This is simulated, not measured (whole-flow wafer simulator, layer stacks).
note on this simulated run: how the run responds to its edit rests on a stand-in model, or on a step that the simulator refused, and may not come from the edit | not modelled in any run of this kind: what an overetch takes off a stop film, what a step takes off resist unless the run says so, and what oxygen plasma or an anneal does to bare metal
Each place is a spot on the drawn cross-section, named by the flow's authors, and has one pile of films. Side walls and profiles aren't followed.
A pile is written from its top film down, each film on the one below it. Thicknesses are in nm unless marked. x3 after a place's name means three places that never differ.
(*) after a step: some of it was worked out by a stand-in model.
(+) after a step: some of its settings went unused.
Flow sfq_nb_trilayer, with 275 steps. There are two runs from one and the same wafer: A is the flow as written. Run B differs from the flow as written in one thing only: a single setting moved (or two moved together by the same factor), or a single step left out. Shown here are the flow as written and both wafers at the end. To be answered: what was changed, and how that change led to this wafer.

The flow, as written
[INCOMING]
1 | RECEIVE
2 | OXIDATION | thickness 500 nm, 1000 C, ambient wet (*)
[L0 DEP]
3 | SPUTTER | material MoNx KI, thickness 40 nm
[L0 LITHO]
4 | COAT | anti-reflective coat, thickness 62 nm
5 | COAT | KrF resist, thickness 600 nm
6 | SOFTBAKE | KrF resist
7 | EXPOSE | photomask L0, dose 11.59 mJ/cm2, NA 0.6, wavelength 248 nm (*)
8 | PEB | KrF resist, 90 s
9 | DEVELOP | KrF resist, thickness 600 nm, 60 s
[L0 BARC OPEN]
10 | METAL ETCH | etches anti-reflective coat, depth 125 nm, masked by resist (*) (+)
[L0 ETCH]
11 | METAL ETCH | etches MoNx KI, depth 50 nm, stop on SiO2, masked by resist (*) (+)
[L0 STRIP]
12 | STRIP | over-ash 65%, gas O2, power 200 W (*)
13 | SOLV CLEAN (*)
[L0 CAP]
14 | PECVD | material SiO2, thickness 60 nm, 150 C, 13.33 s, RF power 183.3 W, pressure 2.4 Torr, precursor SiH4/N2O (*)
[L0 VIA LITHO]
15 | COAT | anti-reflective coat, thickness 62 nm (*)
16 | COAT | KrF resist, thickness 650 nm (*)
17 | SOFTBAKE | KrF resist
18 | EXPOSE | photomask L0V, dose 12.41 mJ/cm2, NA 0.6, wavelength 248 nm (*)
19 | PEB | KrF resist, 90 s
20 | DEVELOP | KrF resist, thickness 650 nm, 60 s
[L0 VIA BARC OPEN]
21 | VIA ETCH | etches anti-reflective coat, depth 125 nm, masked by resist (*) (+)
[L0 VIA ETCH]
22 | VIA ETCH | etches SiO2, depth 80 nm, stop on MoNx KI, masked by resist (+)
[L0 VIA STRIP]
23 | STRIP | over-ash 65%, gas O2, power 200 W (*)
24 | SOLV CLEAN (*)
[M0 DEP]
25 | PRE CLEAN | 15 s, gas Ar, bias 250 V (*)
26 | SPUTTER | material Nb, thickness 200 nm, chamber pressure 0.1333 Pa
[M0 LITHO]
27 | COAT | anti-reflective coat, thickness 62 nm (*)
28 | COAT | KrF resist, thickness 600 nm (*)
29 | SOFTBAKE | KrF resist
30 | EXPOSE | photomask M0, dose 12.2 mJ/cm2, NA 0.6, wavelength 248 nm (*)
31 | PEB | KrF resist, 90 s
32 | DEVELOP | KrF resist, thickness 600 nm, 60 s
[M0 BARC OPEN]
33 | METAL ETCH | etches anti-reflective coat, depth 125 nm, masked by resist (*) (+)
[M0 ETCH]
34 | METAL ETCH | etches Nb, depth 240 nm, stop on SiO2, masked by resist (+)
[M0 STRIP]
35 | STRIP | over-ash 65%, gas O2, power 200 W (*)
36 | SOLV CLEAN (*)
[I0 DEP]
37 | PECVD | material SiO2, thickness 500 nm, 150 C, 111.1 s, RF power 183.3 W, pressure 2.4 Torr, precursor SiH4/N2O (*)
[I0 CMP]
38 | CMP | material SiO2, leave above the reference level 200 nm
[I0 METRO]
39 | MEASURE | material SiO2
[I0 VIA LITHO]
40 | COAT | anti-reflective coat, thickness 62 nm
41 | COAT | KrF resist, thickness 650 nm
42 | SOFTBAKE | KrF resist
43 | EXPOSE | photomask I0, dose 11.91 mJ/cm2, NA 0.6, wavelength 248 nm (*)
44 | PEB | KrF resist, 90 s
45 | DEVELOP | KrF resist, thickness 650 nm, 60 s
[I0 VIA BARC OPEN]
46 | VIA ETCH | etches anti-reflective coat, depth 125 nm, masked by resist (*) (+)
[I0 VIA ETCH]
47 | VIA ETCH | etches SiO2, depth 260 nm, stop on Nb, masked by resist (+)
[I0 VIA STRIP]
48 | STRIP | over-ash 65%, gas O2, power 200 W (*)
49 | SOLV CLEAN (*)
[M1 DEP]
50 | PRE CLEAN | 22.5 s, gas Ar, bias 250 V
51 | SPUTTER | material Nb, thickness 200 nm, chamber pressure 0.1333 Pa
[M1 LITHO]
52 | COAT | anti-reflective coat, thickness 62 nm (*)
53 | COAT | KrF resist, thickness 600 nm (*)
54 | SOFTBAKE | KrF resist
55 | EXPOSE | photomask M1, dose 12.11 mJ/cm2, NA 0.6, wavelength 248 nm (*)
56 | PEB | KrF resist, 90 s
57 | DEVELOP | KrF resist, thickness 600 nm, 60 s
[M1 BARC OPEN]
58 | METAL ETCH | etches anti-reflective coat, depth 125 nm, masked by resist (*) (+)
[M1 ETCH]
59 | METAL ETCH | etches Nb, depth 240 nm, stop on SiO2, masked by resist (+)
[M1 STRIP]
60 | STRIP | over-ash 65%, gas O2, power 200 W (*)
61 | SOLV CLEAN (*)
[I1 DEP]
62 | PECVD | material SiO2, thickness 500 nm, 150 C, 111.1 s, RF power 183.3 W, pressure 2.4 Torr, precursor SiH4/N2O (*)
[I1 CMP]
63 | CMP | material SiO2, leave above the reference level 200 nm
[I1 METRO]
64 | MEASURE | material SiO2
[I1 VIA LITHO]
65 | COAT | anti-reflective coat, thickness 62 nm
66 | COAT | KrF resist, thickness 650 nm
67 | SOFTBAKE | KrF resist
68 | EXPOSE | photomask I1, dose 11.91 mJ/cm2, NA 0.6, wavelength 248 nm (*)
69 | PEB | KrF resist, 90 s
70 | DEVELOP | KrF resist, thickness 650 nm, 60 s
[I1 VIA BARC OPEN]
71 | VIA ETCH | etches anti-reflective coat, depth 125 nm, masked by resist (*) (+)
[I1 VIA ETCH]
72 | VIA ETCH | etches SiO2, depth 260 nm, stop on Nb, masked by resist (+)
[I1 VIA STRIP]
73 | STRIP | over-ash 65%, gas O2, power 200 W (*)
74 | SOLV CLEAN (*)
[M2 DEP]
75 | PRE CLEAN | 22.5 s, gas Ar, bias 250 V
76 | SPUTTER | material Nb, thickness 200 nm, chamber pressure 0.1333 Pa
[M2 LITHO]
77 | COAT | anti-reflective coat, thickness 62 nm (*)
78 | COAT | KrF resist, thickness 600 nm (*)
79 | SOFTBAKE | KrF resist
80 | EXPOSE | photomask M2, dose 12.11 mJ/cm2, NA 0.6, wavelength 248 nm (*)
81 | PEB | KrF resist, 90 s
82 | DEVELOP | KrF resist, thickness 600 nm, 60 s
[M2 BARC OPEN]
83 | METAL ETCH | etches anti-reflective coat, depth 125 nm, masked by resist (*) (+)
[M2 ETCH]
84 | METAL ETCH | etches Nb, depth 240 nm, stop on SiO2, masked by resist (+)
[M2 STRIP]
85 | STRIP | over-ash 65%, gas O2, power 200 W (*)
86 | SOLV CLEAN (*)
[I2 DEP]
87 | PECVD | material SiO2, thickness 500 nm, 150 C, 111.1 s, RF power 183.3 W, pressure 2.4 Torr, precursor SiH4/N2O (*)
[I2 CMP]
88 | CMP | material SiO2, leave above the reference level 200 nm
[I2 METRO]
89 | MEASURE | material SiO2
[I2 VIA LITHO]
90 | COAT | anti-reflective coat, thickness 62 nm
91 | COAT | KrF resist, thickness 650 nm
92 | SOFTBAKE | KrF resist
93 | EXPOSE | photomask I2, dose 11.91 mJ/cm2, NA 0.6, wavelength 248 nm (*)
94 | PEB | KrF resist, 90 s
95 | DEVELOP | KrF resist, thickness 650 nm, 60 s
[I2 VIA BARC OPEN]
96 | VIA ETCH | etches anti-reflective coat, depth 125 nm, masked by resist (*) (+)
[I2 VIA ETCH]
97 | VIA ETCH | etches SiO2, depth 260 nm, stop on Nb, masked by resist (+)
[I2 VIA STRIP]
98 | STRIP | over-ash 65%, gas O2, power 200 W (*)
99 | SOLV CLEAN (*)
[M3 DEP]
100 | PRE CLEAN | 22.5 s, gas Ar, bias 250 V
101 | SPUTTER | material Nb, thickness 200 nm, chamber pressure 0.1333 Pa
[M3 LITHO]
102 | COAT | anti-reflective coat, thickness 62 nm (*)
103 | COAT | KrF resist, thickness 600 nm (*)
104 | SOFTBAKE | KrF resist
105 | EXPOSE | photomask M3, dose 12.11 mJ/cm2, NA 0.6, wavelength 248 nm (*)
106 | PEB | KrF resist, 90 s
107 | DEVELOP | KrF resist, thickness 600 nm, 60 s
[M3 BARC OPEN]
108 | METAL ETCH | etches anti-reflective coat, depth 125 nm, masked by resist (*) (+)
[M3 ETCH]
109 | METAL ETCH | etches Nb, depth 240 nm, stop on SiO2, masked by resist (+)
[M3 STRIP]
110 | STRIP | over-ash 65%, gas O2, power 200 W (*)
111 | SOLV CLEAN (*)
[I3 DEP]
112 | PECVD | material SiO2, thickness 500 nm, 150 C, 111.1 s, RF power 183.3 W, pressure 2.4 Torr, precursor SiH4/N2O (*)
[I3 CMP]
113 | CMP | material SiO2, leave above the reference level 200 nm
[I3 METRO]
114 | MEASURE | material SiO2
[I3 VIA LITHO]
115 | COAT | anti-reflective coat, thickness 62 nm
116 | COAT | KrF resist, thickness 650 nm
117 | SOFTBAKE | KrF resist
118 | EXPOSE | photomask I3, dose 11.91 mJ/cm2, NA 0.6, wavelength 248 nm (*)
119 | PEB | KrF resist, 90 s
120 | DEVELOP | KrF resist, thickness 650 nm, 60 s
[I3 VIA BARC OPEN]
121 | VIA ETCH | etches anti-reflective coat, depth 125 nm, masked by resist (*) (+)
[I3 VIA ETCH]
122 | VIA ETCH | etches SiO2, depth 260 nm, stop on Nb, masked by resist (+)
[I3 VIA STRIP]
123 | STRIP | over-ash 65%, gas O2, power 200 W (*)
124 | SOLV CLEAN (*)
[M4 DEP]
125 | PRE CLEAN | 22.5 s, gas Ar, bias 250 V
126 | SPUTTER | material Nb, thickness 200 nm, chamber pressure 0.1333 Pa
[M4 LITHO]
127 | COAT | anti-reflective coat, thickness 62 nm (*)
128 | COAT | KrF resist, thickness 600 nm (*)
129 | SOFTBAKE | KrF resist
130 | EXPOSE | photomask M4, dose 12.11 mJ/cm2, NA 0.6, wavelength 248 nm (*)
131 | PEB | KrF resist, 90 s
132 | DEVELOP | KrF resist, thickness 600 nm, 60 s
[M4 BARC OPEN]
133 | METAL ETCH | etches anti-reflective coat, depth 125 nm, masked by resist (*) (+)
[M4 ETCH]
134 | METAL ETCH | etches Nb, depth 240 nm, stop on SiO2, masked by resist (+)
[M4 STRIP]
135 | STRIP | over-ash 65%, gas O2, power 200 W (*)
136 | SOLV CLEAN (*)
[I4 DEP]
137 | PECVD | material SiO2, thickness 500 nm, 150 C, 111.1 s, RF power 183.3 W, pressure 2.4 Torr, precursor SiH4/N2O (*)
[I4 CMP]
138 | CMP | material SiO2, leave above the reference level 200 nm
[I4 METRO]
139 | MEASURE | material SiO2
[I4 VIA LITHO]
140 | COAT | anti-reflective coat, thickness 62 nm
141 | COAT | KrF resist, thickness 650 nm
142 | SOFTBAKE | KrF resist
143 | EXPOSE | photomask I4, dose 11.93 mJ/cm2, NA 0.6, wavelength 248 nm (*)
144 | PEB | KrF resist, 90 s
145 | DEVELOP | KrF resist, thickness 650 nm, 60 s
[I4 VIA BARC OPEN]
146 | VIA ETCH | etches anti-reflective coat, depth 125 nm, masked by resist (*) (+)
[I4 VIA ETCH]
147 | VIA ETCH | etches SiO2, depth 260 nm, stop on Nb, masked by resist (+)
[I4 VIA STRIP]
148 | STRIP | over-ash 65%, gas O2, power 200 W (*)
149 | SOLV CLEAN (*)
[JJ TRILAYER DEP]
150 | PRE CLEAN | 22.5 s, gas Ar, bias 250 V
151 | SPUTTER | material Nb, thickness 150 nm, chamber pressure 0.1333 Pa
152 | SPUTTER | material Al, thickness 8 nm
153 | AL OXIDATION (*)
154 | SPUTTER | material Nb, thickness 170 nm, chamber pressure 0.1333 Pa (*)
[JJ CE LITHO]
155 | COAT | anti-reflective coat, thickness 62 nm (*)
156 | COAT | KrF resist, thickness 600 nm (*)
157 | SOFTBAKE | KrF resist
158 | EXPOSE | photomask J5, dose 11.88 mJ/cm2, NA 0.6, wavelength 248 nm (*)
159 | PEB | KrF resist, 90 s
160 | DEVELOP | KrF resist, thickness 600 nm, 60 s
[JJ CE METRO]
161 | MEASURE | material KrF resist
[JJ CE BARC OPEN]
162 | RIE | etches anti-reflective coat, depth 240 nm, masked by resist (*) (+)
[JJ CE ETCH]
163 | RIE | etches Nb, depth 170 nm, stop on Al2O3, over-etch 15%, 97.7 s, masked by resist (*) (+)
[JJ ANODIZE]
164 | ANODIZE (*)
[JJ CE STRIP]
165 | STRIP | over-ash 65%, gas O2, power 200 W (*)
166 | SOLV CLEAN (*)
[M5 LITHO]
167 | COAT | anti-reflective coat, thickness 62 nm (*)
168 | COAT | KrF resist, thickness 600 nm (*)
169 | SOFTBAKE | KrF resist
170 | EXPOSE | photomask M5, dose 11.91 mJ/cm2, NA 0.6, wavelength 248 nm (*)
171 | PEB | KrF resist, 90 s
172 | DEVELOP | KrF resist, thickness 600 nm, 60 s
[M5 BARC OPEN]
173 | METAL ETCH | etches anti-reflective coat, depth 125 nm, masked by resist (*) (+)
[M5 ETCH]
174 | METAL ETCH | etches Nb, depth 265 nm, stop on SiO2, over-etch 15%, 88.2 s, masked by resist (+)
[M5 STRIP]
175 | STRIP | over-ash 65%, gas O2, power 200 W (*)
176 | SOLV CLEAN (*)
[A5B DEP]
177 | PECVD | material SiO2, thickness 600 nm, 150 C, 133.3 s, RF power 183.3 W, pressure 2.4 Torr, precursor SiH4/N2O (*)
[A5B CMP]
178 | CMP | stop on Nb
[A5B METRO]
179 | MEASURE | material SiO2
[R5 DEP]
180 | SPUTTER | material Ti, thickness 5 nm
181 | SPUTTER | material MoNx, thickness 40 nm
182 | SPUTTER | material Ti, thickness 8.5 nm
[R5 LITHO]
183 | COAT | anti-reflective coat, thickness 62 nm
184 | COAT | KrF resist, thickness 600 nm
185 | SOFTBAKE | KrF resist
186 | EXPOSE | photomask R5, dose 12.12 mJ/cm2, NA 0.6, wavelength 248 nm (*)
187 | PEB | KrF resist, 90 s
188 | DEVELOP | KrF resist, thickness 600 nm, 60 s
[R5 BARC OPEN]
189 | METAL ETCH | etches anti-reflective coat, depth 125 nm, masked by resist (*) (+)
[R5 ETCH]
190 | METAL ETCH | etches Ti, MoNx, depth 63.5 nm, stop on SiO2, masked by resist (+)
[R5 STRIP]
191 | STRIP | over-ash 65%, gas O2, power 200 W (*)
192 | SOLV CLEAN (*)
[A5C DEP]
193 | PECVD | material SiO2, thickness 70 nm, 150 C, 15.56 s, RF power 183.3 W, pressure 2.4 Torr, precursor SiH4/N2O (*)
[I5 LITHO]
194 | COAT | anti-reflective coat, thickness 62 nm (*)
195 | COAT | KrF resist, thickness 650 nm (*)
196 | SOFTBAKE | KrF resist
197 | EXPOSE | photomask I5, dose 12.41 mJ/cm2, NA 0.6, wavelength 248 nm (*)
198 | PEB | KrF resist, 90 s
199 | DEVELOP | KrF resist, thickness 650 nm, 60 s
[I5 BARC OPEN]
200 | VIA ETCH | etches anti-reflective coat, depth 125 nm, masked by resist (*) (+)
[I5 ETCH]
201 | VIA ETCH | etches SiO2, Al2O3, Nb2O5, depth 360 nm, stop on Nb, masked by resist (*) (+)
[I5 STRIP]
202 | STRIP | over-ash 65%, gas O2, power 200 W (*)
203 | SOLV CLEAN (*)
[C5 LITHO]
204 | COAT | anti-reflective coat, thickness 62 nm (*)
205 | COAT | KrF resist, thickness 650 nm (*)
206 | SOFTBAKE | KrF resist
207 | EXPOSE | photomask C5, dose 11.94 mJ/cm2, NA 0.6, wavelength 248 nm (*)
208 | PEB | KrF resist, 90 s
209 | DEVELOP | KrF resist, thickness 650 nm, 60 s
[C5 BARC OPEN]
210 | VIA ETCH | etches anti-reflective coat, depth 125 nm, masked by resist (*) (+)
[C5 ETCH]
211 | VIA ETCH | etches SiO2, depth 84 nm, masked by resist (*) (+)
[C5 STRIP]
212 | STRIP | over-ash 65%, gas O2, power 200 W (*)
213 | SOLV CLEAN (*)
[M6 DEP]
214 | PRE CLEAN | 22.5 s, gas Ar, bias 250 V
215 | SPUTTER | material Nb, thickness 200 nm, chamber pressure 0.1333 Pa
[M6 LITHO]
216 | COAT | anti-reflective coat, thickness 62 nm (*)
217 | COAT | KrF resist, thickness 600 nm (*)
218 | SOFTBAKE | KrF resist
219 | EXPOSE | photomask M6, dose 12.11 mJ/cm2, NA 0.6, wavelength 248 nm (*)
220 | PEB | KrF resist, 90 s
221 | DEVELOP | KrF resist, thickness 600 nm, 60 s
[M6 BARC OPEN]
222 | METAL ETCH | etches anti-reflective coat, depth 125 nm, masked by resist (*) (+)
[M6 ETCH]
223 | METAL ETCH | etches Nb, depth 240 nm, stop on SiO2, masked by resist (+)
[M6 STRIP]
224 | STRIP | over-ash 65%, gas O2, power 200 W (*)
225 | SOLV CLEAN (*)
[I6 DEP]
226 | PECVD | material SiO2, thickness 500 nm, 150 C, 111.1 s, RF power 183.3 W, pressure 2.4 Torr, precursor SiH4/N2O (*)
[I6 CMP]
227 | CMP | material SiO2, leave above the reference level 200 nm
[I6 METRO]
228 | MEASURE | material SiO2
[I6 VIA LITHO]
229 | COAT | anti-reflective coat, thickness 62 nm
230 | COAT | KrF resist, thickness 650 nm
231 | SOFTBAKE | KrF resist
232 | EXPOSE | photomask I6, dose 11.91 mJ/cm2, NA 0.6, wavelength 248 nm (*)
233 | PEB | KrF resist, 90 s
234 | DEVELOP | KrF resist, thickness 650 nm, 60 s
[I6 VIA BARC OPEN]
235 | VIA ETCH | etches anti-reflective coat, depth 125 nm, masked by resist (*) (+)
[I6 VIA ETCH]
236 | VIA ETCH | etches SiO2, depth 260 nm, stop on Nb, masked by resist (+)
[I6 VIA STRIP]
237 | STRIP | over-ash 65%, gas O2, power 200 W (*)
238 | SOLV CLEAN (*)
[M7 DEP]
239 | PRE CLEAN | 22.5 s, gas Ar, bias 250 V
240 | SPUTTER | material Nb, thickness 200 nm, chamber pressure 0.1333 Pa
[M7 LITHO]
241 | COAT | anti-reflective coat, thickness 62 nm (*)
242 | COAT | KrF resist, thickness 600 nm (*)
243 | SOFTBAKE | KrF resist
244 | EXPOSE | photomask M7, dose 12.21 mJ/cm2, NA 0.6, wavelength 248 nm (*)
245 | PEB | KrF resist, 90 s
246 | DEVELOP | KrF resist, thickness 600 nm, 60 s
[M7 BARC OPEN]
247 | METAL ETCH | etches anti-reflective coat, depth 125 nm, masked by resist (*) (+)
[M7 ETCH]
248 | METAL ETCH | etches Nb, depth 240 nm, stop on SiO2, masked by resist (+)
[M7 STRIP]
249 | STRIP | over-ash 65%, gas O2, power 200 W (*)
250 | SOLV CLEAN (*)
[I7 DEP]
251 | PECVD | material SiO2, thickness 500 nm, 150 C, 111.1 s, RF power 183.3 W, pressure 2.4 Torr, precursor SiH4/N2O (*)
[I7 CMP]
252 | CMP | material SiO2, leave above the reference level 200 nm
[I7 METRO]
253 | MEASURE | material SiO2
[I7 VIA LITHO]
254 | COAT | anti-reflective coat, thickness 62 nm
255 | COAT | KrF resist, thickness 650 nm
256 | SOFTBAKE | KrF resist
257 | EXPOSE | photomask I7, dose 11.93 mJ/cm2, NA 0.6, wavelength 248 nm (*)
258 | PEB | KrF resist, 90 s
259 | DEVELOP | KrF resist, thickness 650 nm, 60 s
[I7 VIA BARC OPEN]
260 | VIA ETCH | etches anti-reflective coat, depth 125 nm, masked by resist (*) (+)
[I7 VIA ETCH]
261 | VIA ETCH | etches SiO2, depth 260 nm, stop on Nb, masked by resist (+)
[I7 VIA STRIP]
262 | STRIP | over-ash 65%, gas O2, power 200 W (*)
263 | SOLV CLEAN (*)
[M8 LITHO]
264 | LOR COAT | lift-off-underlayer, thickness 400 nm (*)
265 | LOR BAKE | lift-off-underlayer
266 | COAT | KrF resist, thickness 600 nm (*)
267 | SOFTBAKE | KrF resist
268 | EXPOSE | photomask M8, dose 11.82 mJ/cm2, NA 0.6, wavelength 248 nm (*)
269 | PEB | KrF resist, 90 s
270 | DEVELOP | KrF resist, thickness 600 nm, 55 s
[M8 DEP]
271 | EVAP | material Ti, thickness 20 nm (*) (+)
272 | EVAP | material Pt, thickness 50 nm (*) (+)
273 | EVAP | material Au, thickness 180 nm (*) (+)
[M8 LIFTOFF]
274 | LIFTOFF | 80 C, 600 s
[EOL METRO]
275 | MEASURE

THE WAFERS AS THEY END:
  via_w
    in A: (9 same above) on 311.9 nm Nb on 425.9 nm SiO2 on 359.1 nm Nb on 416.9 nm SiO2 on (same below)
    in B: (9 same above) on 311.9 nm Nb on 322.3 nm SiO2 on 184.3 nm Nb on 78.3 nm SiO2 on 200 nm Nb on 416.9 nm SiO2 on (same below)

Cause: step 97, VIA ETCH: depth 114 nm was run, whereas the flow has depth 260 nm.

The path from the change to this, step by step:
  97 | VIA ETCH | etches SiO2, depth 260 nm, stop on Nb, masked by resist (+)
      via_w: A -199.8 SiO2 (all of it) | B -114 SiO2
      field_l, v_sur, via_wl and 102 more: A -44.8 KrF resist | B -19.7 KrF resist
  98 | STRIP | over-ash 65%, gas O2, power 200 W (*)
      field_l, v_sur, via_wl and 102 more: A -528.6 KrF resist (all of it), -62 anti-reflective coat (all of it) | B -553.8 KrF resist (all of it), -62 anti-reflective coat (all of it)
  100 | PRE CLEAN | 22.5 s, gas Ar, bias 250 V
      via_w: A -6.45 Nb | B -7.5 SiO2
  101 | SPUTTER | material Nb, thickness 200 nm, chamber pressure 0.1333 Pa
      via_w: A +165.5 Nb | B +184.3 Nb (new film)
  102 | COAT | anti-reflective coat, thickness 62 nm (*)
      via_wl, via_wr: A +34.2 anti-reflective coat (new film) | B +38.3 anti-reflective coat (new film)
      via_w: A +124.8 anti-reflective coat (new film) | B +105.3 anti-reflective coat (new film)
  103 | COAT | KrF resist, thickness 600 nm (*)
      via_w: A +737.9 KrF resist (new film) | B +667.9 KrF resist (new film)
  110 | STRIP | over-ash 65%, gas O2, power 200 W (*)
      via_wl, via_wr: A -384.2 KrF resist (all of it), -34.2 anti-reflective coat (all of it) | B -391 KrF resist (all of it), -38.3 anti-reflective coat (all of it)
      v_sur: A -365.3 KrF resist (all of it), -61.1 anti-reflective coat (all of it) | B -373.3 KrF resist (all of it), -60.4 anti-reflective coat (all of it)
      (and at 1 other place as well)
  112 | PECVD | material SiO2, thickness 500 nm, 150 C, 111.1 s, RF power 183.3 W, pressure 2.4 Torr, precursor SiH4/N2O (*)
      via_w: A +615 SiO2 (new film) | B +500 SiO2 (new film)
  113 | CMP | material SiO2, leave above the reference level 200 nm
      via_w: A -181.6 SiO2 | B -170.2 SiO2
With metal films that touch counted as one body, via_w has 6 bodies (between them, from the top down: SiO2 192.5; SiO2 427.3 / Al2O3 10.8 / Nb2O5 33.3; SiO2 322.3; SiO2 78.3; SiO2 416.9); the flow as written gives 5 bodies (between them, from the top down: SiO2 192.5; SiO2 427.3 / Al2O3 10.8 / Nb2O5 33.3; SiO2 425.9; SiO2 416.9).
